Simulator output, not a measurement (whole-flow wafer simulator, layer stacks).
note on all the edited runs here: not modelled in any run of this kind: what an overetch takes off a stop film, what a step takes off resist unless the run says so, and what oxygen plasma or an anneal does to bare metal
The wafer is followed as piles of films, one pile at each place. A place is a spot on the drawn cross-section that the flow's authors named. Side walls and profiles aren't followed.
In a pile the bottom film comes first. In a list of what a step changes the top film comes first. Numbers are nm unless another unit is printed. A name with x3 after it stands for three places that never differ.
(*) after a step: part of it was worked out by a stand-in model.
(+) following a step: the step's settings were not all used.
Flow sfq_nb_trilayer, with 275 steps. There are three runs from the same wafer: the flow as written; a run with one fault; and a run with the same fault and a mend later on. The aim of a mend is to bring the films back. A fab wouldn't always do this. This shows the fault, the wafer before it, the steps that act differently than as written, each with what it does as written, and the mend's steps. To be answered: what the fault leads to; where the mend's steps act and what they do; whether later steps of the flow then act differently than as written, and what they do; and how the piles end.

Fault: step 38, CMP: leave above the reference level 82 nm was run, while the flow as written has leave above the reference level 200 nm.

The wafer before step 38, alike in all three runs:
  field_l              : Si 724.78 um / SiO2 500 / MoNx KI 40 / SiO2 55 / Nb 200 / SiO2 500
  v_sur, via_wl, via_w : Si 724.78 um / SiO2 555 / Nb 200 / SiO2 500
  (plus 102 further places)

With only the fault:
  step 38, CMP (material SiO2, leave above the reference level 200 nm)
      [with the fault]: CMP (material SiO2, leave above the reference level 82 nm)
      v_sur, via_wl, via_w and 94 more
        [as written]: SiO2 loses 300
        [with the fault]: SiO2 loses 418
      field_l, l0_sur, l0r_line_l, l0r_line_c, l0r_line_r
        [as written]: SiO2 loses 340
        [with the fault]: SiO2 loses 458
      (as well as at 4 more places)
  Steps later in the flow that act otherwise than as written (3 other steps are not shown; they differ only slightly, by no more than 2% or 0.5 nm, whichever is larger):
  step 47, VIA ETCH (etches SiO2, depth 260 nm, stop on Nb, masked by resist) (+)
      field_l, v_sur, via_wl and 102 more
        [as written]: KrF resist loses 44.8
        [with the fault]: KrF resist loses 21.2
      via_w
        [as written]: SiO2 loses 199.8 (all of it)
        [with the fault]: SiO2 loses 81.8 (all of it)
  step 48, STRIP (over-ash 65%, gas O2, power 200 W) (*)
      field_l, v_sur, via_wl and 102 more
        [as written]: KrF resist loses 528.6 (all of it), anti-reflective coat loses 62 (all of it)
        [with the fault]: KrF resist loses 552.3 (all of it), anti-reflective coat loses 62 (all of it)
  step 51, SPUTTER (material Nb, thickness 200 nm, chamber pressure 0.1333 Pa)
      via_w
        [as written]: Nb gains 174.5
        [with the fault]: Nb gains 196.9
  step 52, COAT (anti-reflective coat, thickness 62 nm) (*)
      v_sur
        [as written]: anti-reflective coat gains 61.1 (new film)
        [with the fault]: anti-reflective coat gains 58.3 (new film)
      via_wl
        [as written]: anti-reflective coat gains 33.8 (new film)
        [with the fault]: anti-reflective coat gains 41.1 (new film)
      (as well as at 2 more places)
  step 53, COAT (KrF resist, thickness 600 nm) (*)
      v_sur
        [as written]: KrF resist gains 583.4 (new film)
        [with the fault]: KrF resist gains 596 (new film)
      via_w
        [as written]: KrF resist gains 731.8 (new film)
        [with the fault]: KrF resist gains 638.8 (new film)
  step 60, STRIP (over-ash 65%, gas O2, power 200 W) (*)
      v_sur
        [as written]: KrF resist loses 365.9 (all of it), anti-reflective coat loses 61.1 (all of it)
        [with the fault]: KrF resist loses 378.4 (all of it), anti-reflective coat loses 58.3 (all of it)
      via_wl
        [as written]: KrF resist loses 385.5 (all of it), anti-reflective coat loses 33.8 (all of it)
        [with the fault]: KrF resist loses 392.7 (all of it), anti-reflective coat loses 41.1 (all of it)
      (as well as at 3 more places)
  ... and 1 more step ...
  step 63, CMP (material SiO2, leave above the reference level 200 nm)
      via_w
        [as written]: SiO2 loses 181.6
        [with the fault]: SiO2 loses 216
  By the end, the piles at field_l, v_sur, via_wl and 103 more depart from the flow's by more than 2% or 0.5 nm, whichever is larger.
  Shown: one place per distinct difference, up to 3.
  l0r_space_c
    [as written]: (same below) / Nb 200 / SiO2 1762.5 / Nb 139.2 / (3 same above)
    [with the fault]: (same below) / Nb 200 / SiO2 1644.5 / Nb 139.2 / (3 same above)
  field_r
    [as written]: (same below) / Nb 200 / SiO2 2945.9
    [with the fault]: (same below) / Nb 200 / SiO2 2827.9
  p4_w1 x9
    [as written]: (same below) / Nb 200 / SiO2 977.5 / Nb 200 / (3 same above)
    [with the fault]: (same below) / Nb 200 / SiO2 859.5 / Nb 200 / (3 same above)

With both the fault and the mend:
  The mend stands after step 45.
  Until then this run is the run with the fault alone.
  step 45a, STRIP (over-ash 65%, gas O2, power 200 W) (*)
      field_l, v_sur, via_wl and 102 more
        KrF resist loses 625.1 (all of it), anti-reflective coat loses 62 (all of it)
      via_w
        anti-reflective coat loses 62 (all of it)
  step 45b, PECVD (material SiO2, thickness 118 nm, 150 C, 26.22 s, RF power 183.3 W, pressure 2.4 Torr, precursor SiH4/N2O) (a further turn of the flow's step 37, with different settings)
      field_l, v_sur, via_wl and 103 more
        SiO2 gains 118
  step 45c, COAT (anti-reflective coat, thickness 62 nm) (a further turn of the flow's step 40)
      field_l, v_sur, via_wl and 103 more
        anti-reflective coat gains 62 (new film)
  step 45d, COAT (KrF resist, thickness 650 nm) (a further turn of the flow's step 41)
      field_l, v_sur, via_wl and 103 more
        KrF resist gains 650 (new film)
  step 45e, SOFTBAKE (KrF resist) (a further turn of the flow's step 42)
      does not change any film at any place that is followed
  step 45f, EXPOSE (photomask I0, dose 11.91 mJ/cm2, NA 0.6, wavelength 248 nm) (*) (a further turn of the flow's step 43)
      does not change any film at any place that is followed
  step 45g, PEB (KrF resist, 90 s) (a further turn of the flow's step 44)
      field_l, v_sur, via_wl and 103 more
        KrF resist loses 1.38
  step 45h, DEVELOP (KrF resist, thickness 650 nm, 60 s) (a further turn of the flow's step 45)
      field_l, v_sur, via_wl and 102 more
        KrF resist loses 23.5
      via_w
        KrF resist loses 648.6 (all of it)
  None of the later steps of the flow acts differently than as written at any place that is followed.
  The piles end the same as the flow's at every place that both follow.
